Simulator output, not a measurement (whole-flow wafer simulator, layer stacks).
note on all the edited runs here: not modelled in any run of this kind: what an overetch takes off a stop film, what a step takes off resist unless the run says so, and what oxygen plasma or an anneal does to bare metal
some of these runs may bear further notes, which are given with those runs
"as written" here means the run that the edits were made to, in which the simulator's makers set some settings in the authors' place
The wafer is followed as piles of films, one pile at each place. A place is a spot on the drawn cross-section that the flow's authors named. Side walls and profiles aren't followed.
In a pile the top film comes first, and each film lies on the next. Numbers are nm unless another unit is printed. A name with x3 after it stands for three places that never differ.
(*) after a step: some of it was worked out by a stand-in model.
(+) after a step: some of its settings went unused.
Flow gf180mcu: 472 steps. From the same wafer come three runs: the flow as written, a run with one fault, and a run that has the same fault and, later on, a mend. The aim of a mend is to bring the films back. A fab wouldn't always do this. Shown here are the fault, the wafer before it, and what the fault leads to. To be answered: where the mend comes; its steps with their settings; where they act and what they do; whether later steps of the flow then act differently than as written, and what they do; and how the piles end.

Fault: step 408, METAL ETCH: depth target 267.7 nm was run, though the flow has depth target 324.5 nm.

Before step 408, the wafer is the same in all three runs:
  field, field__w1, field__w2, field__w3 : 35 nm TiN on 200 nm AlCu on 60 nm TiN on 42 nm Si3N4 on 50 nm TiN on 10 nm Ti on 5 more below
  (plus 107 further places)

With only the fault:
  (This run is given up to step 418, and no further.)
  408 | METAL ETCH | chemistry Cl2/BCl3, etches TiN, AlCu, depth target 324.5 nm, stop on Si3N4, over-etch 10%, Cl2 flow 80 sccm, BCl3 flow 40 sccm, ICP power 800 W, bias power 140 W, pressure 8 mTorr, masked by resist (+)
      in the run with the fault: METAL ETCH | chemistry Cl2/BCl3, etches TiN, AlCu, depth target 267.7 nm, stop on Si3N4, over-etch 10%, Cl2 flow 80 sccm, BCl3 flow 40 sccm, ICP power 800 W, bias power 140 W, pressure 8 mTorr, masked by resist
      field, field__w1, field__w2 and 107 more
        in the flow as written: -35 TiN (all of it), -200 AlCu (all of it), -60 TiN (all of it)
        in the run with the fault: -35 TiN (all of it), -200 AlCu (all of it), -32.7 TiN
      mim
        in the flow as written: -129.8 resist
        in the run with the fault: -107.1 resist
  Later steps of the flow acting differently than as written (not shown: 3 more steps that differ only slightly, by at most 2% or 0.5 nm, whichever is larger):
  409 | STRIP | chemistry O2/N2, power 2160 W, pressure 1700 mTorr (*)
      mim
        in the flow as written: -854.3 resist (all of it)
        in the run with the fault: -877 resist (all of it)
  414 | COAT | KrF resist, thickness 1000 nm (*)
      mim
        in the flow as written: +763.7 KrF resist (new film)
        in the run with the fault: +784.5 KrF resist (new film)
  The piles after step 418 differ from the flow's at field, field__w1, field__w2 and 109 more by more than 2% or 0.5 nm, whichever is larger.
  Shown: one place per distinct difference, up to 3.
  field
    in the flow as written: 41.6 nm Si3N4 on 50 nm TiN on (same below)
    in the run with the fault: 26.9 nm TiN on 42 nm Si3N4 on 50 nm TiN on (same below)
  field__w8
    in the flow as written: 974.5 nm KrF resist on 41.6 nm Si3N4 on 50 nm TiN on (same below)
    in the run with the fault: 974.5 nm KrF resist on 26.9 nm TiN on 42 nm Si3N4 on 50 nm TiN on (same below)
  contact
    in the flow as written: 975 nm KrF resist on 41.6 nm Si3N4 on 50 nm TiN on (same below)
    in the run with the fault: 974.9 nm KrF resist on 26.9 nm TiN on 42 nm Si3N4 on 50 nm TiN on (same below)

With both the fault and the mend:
  The mend stands after step 408.
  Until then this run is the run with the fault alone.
  408a | METAL ETCH | chemistry Cl2/BCl3, etches TiN, AlCu, depth target 56.8 nm, stop on Si3N4, over-etch 10%, Cl2 flow 80 sccm, BCl3 flow 40 sccm, ICP power 800 W, bias power 140 W, pressure 8 mTorr, masked by resist (+) (the flow's step 408 again, with other settings)
      field, field__w1, field__w2 and 107 more
        -27.3 TiN (all of it)
      mim
        -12 resist
  Every later step of the flow that is run acts as written, at every place that is followed, to within 2% or 0.5 nm, whichever is larger.
  At every place that both follow, the piles at the end match the flow's.
